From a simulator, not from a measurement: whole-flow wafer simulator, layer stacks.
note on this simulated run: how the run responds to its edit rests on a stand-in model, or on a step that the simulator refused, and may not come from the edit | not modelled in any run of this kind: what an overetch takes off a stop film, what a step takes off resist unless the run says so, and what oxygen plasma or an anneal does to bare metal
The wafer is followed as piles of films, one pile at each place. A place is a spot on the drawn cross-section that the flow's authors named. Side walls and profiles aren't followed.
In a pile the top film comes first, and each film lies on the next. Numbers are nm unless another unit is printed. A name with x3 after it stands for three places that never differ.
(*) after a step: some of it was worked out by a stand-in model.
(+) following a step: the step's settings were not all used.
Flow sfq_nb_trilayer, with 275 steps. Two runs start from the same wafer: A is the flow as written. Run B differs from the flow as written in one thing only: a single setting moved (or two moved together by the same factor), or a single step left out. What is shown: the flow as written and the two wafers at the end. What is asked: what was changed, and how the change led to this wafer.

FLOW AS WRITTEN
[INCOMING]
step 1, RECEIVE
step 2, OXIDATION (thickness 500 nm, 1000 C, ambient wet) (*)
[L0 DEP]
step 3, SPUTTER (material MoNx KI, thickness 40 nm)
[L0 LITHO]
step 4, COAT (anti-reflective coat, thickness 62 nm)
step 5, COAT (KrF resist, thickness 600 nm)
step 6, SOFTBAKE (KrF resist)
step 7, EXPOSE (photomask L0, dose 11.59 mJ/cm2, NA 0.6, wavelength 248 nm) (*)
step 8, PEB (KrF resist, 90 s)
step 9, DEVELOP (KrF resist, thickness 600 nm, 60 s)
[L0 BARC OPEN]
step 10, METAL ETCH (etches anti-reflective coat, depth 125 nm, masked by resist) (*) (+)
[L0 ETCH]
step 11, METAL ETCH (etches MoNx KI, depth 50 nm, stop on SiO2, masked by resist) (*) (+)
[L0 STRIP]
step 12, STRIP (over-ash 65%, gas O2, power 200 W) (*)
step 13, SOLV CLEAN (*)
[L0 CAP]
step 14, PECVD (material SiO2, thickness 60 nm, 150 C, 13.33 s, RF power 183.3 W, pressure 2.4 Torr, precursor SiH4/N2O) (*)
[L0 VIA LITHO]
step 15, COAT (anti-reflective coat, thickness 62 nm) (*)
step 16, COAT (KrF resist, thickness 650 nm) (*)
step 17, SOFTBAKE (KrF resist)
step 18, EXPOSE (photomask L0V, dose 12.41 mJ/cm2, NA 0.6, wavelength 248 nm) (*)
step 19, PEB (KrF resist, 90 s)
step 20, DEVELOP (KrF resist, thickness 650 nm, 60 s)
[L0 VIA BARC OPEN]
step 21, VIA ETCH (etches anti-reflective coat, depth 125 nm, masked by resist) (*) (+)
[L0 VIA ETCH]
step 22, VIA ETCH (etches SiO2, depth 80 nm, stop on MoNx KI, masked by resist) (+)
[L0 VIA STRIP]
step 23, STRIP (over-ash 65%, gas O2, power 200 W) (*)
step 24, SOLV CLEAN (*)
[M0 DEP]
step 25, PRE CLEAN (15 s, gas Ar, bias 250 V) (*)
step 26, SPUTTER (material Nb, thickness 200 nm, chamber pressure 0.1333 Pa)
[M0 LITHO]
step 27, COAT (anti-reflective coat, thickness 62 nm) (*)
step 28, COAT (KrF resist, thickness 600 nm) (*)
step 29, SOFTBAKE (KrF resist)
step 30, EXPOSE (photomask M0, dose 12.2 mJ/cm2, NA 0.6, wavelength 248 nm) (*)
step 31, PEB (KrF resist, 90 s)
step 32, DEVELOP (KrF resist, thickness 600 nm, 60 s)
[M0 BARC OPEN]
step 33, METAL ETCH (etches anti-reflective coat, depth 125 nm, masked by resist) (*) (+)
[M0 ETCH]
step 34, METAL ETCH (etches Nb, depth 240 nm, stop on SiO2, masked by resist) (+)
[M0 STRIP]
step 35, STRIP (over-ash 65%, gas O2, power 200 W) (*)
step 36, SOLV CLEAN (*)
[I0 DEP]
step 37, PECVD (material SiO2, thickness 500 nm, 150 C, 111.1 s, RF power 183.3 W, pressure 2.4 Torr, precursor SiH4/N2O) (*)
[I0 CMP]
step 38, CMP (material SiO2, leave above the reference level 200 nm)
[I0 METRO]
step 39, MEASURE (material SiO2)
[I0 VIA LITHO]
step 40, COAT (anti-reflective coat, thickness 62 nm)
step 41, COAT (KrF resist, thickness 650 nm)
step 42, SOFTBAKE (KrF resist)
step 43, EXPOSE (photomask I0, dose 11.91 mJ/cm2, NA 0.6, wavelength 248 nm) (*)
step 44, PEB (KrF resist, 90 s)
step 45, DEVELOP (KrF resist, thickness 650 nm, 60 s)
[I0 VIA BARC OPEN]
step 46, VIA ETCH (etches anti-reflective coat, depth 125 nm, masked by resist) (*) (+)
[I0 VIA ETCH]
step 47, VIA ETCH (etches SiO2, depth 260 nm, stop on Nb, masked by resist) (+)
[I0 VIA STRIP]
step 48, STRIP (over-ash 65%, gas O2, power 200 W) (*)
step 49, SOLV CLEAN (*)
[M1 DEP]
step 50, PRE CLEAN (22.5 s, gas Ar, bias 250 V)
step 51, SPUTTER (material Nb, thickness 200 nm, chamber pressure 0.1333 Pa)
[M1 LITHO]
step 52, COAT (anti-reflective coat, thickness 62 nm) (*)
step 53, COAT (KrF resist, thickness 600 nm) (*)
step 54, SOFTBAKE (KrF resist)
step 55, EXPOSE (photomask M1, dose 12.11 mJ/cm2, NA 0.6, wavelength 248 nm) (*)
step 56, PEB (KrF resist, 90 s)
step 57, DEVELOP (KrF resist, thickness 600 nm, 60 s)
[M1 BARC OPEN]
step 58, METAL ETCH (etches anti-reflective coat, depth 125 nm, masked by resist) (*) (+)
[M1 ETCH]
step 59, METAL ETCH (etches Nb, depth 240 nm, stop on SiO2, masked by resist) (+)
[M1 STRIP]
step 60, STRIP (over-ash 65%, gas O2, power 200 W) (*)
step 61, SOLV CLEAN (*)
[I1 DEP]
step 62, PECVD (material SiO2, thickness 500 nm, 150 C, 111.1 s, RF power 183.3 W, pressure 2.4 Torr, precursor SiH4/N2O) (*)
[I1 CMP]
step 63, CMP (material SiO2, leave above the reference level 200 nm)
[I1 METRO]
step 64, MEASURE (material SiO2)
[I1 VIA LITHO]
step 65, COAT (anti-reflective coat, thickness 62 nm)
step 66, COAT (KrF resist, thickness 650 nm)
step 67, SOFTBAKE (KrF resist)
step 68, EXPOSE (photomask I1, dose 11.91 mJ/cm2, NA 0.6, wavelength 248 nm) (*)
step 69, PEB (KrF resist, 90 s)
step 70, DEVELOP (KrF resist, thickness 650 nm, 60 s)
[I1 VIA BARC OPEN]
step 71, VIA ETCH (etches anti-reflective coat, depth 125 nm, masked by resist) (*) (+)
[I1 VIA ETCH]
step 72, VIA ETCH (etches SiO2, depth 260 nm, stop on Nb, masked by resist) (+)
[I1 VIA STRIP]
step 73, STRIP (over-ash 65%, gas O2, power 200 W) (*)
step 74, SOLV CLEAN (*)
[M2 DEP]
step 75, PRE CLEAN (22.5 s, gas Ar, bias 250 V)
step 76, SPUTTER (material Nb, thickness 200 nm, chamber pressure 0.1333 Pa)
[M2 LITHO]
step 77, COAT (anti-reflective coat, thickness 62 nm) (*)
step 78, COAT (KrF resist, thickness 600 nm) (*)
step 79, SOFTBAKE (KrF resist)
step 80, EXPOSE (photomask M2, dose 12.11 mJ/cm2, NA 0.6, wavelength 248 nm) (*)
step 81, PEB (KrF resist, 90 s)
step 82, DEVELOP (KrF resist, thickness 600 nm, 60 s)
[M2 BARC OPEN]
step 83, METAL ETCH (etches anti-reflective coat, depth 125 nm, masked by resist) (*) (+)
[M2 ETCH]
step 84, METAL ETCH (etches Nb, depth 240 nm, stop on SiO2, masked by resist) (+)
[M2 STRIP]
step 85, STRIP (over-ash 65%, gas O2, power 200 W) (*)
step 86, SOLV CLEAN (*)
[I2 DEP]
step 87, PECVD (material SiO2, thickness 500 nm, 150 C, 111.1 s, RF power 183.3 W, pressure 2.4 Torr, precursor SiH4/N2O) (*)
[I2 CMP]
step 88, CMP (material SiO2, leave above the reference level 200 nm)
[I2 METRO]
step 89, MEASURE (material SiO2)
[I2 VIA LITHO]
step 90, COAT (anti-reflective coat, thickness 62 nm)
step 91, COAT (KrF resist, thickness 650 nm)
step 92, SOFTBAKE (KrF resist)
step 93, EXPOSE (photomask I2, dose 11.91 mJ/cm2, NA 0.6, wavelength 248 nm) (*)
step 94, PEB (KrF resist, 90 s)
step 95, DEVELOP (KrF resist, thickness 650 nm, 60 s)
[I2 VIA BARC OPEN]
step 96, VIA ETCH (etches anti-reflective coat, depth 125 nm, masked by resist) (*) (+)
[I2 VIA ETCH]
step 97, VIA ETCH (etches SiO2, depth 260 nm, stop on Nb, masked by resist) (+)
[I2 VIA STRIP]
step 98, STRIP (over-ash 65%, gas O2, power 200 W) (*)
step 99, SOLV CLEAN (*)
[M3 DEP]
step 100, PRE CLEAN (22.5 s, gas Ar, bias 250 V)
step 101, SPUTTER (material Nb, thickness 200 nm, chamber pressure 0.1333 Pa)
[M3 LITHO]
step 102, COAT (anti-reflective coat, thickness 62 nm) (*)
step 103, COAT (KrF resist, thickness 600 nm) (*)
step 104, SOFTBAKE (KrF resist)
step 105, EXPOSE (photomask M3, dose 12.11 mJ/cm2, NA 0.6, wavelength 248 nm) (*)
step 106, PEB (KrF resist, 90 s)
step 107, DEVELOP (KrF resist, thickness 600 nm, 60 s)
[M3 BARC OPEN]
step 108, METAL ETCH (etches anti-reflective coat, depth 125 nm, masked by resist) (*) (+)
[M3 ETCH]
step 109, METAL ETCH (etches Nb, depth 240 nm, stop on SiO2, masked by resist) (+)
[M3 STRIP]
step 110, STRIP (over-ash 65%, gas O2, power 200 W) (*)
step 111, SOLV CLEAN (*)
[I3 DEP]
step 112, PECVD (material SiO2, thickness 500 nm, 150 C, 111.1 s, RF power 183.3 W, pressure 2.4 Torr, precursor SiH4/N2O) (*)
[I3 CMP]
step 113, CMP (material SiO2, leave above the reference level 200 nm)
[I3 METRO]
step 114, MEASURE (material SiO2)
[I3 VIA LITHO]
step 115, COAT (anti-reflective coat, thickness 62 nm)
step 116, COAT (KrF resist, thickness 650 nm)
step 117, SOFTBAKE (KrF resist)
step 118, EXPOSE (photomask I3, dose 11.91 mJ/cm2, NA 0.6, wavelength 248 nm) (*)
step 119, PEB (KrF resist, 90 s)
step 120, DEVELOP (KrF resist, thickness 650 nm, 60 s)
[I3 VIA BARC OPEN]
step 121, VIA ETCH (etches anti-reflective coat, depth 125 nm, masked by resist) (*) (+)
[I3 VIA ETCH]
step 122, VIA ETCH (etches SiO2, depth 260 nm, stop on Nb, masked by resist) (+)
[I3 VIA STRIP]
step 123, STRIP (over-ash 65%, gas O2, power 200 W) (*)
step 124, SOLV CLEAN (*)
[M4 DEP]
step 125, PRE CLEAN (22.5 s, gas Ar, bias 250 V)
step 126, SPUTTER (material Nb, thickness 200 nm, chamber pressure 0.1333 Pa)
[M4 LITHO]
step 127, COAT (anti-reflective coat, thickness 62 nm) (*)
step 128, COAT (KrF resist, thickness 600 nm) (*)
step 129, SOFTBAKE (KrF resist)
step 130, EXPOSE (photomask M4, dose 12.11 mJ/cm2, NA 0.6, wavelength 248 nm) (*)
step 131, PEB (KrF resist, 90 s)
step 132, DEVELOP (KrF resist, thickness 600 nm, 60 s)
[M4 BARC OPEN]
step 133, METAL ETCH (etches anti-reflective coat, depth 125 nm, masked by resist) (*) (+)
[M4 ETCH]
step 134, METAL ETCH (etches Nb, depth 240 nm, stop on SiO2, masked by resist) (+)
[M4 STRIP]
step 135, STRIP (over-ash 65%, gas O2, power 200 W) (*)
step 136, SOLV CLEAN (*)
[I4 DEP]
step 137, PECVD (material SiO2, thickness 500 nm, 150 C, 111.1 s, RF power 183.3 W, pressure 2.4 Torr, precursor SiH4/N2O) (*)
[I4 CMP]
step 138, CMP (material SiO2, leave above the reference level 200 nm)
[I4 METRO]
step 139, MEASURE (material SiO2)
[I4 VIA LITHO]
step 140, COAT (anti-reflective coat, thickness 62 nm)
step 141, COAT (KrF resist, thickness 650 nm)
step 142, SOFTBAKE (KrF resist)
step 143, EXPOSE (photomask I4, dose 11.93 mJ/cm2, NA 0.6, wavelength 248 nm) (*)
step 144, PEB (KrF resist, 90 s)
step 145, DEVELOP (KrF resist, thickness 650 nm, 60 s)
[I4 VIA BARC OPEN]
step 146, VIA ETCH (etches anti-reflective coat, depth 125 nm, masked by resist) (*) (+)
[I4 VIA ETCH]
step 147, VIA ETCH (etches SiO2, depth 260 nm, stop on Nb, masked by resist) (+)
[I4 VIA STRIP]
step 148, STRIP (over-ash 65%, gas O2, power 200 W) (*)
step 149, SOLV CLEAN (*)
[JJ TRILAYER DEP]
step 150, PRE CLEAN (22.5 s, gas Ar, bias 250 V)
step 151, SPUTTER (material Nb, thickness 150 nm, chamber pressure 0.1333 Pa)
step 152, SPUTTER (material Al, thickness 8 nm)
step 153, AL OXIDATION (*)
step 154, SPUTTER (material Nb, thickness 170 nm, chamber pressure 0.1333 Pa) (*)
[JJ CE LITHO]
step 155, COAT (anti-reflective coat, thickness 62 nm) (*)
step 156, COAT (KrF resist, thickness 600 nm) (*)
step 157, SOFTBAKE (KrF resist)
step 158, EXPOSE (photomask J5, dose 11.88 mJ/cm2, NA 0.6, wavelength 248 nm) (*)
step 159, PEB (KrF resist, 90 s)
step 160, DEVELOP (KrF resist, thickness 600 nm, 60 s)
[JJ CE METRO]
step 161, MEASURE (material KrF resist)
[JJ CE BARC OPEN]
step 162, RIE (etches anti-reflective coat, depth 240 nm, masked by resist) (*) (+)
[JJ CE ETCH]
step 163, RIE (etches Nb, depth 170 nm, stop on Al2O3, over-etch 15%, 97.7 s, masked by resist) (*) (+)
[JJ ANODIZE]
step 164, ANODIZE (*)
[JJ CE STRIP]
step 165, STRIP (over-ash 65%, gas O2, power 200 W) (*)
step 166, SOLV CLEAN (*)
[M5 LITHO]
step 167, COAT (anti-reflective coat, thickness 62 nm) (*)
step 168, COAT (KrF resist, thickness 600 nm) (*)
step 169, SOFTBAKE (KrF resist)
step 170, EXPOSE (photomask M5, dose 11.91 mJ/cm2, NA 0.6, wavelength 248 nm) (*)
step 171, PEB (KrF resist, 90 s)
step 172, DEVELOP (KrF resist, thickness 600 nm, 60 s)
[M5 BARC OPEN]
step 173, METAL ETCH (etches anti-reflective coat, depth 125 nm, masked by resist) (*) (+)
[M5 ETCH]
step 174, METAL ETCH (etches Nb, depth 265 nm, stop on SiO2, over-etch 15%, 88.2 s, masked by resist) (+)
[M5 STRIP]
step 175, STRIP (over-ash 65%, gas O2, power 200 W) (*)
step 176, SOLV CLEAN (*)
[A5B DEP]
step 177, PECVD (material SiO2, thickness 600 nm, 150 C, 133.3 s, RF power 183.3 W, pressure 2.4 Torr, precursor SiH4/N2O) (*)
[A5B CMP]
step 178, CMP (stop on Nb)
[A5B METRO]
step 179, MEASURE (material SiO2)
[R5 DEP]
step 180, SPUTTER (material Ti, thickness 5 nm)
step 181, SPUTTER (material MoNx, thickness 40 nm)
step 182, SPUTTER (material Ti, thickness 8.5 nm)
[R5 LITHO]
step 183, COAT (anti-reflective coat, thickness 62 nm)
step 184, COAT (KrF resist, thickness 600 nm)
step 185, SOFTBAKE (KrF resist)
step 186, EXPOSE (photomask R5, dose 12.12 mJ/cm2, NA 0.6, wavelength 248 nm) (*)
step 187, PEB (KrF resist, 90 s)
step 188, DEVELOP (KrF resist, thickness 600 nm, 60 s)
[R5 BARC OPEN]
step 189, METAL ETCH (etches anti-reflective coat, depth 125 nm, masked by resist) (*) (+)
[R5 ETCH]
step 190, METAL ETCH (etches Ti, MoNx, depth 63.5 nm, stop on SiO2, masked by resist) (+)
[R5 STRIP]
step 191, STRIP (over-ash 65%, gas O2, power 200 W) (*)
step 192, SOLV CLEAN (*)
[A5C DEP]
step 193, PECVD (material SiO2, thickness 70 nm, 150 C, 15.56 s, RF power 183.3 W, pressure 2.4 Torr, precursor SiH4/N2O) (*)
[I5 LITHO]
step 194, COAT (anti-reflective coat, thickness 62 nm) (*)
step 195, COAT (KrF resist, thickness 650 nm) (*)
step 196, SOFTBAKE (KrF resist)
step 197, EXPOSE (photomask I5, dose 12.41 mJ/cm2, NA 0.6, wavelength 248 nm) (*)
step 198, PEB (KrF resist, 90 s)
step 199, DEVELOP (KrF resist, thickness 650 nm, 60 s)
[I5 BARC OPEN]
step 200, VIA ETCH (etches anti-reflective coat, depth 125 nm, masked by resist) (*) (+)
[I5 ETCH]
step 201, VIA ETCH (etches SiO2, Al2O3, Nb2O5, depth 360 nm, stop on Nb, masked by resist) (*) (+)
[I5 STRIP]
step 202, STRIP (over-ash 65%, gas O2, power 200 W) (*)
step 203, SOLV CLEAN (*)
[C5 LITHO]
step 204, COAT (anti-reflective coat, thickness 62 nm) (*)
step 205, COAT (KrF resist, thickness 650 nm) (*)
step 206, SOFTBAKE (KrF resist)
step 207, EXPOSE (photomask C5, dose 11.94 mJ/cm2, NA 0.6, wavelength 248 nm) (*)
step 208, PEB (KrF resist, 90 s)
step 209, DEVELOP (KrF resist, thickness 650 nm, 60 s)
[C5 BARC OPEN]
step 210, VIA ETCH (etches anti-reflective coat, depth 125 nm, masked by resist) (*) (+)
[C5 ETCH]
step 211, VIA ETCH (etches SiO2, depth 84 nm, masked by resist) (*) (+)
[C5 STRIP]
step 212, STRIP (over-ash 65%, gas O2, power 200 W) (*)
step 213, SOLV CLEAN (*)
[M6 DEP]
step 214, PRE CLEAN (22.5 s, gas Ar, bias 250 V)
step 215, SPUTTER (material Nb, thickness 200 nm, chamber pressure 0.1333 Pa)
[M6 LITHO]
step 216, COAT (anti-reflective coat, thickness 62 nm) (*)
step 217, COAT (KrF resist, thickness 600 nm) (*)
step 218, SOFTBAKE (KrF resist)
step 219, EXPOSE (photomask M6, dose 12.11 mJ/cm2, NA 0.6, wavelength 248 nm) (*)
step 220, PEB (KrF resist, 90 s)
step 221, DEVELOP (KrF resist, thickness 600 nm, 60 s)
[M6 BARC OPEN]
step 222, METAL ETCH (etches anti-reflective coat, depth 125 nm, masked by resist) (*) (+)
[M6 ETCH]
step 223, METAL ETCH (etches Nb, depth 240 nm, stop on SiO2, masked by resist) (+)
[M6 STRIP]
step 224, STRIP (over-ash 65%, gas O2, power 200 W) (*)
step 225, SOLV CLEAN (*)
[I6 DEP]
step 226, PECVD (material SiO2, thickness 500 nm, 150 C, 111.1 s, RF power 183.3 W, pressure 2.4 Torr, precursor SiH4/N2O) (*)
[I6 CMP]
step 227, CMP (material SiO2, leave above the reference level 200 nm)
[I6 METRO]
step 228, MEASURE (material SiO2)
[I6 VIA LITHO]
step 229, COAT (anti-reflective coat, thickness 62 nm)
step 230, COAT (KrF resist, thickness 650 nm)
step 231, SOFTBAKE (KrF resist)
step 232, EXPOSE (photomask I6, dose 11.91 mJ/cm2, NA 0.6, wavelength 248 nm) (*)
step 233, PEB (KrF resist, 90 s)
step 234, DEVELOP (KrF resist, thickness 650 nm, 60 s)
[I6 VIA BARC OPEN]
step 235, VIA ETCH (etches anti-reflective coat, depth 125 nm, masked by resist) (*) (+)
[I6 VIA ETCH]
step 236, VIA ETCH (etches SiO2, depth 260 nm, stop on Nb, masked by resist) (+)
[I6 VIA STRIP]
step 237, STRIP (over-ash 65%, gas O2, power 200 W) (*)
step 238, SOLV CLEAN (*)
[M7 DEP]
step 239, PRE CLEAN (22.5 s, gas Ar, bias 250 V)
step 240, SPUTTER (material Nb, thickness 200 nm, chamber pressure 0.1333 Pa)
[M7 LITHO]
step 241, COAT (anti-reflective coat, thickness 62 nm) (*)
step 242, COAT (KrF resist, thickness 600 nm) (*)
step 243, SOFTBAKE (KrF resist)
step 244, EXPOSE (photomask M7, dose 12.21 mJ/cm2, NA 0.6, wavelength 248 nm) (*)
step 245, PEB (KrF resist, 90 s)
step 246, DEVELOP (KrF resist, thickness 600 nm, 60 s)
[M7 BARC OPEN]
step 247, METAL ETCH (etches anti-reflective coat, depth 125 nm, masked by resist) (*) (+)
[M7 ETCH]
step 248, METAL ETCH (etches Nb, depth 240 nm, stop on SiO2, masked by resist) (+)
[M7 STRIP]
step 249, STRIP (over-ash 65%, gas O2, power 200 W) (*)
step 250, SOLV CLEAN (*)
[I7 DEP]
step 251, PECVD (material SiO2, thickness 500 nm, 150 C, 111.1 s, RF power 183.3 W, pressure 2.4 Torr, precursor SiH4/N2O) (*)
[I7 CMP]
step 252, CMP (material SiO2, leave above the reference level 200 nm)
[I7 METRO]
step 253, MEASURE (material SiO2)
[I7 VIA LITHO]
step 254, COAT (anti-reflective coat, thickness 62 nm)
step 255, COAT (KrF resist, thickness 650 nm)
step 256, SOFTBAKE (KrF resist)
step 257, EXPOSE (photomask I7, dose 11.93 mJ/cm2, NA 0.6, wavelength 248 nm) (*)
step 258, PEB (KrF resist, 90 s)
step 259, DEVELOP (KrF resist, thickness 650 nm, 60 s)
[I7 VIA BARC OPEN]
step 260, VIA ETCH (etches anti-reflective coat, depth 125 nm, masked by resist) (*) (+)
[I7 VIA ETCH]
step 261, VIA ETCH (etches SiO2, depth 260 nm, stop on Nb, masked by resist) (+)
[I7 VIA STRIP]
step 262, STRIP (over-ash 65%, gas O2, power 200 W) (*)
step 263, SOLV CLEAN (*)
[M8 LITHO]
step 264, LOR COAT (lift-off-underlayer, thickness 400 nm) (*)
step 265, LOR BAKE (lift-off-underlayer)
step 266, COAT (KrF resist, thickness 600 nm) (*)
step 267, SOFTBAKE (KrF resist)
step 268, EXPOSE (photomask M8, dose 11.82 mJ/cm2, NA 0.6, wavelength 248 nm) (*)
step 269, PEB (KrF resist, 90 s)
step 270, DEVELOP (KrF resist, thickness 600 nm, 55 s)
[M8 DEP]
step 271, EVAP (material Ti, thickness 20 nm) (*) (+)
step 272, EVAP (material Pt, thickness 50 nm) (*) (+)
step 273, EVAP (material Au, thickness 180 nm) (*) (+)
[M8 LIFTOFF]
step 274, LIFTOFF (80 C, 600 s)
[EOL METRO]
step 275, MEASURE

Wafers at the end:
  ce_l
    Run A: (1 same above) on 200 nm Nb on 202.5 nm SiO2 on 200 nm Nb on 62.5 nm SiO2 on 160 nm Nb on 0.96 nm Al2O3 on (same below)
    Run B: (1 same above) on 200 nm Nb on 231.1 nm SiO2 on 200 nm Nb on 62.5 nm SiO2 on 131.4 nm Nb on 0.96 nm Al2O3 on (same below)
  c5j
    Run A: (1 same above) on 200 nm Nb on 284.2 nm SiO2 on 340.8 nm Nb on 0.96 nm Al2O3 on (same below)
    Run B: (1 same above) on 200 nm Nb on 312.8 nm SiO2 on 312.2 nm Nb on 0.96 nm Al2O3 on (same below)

What caused this: step 190, METAL ETCH: depth 92.1 nm was run, whereas the flow has depth 63.5 nm.

How this came from the change, step by step:
  step 190, METAL ETCH (etches Ti, MoNx, depth 63.5 nm, stop on SiO2, masked by resist) (+)
      be_r, r_sur, res, r_end, r5r_line_l, r5r_line_c, r5r_line_r: A -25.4 KrF resist | B -36.8 KrF resist
      ce_l, c5j, ce_r, wl_jj: A -8.5 Ti (all of it), -40 MoNx (all of it), -5 Ti (all of it), -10 Nb | B -8.5 Ti (all of it), -40 MoNx (all of it), -5 Ti (all of it), -38.6 Nb
  step 191, STRIP (over-ash 65%, gas O2, power 200 W) (*)
      be_r, r_sur, res, r_end, r5r_line_l, r5r_line_c, r5r_line_r: A -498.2 KrF resist (all of it), -62 anti-reflective coat (all of it) | B -486.7 KrF resist (all of it), -62 anti-reflective coat (all of it)
  step 194, COAT (anti-reflective coat, thickness 62 nm) (*)
      wl_j_sl, wl_j_sr: A +60.2 anti-reflective coat (new film) | B +55.8 anti-reflective coat (new film)
      jj_sur: A +60.8 anti-reflective coat (new film) | B +56.3 anti-reflective coat (new film)
      (and at 5 other places as well)
  step 195, COAT (KrF resist, thickness 650 nm) (*)
      c5j: A +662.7 KrF resist (new film) | B +677.4 KrF resist (new film)
      wl_jj: A +654.8 KrF resist (new film) | B +668.8 KrF resist (new film)
  step 202, STRIP (over-ash 65%, gas O2, power 200 W) (*)
      wl_j_sl, wl_j_sr: A -333.3 KrF resist (all of it), -60.2 anti-reflective coat (all of it) | B -333.2 KrF resist (all of it), -55.8 anti-reflective coat (all of it)
      jj_sur: A -337.2 KrF resist (all of it), -60.8 anti-reflective coat (all of it) | B -337.5 KrF resist (all of it), -56.3 anti-reflective coat (all of it)
      (and at 5 other places as well)
  step 204, COAT (anti-reflective coat, thickness 62 nm) (*)
      wl_j_sl, wl_j_sr: A +60.2 anti-reflective coat (new film) | B +55.8 anti-reflective coat (new film)
      jj_sur: A +59.5 anti-reflective coat (new film) | B +55.1 anti-reflective coat (new film)
      (and at 5 other places as well)
  step 205, COAT (KrF resist, thickness 650 nm) (*)
      c5j: A +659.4 KrF resist (new film) | B +674.3 KrF resist (new film)
      wl_jj: A +654.8 KrF resist (new film) | B +668.8 KrF resist (new film)
  step 209, DEVELOP (KrF resist, thickness 650 nm, 60 s)
      c5j: A -658.1 KrF resist (all of it) | B -672.8 KrF resist (all of it)
  step 210, VIA ETCH (etches anti-reflective coat, depth 125 nm, masked by resist) (*) (+)
      c5j: A -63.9 anti-reflective coat (all of it), -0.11 SiO2 | B -71.8 anti-reflective coat (all of it), -0.07 SiO2
  step 212, STRIP (over-ash 65%, gas O2, power 200 W) (*)
      wl_j_sl, wl_j_sr: A -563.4 KrF resist (all of it), -60.2 anti-reflective coat (all of it) | B -563.3 KrF resist (all of it), -55.8 anti-reflective coat (all of it)
      jj_sur: A -562 KrF resist (all of it), -59.5 anti-reflective coat (all of it) | B -562.1 KrF resist (all of it), -55.1 anti-reflective coat (all of it)
      (and at 4 other places as well)
  step 216, COAT (anti-reflective coat, thickness 62 nm) (*)
      wl_j_sl, wl_j_sr: A +60.2 anti-reflective coat (new film) | B +55.9 anti-reflective coat (new film)
      jj_sur: A +56.1 anti-reflective coat (new film) | B +51.6 anti-reflective coat (new film)
      (and at 5 other places as well)
  step 217, COAT (KrF resist, thickness 600 nm) (*)
      ce_l: A +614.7 KrF resist (new film) | B +627.4 KrF resist (new film)
      c5j: A +636 KrF resist (new film) | B +650.8 KrF resist (new film)
      (and at 2 other places as well)
  step 224, STRIP (over-ash 65%, gas O2, power 200 W) (*)
      wl_j_sl, wl_j_sr: A -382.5 KrF resist (all of it), -60.2 anti-reflective coat (all of it) | B -382.1 KrF resist (all of it), -55.9 anti-reflective coat (all of it)
      jj_sur: A -378.5 KrF resist (all of it), -56.1 anti-reflective coat (all of it) | B -378.3 KrF resist (all of it), -51.6 anti-reflective coat (all of it)
      (and at 5 other places as well)
  step 227, CMP (material SiO2, leave above the reference level 200 nm)
      ce_l, ce_r, wl_jj: A -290 SiO2 | B -261.4 SiO2
      c5j: A -223 SiO2 | B -194.4 SiO2
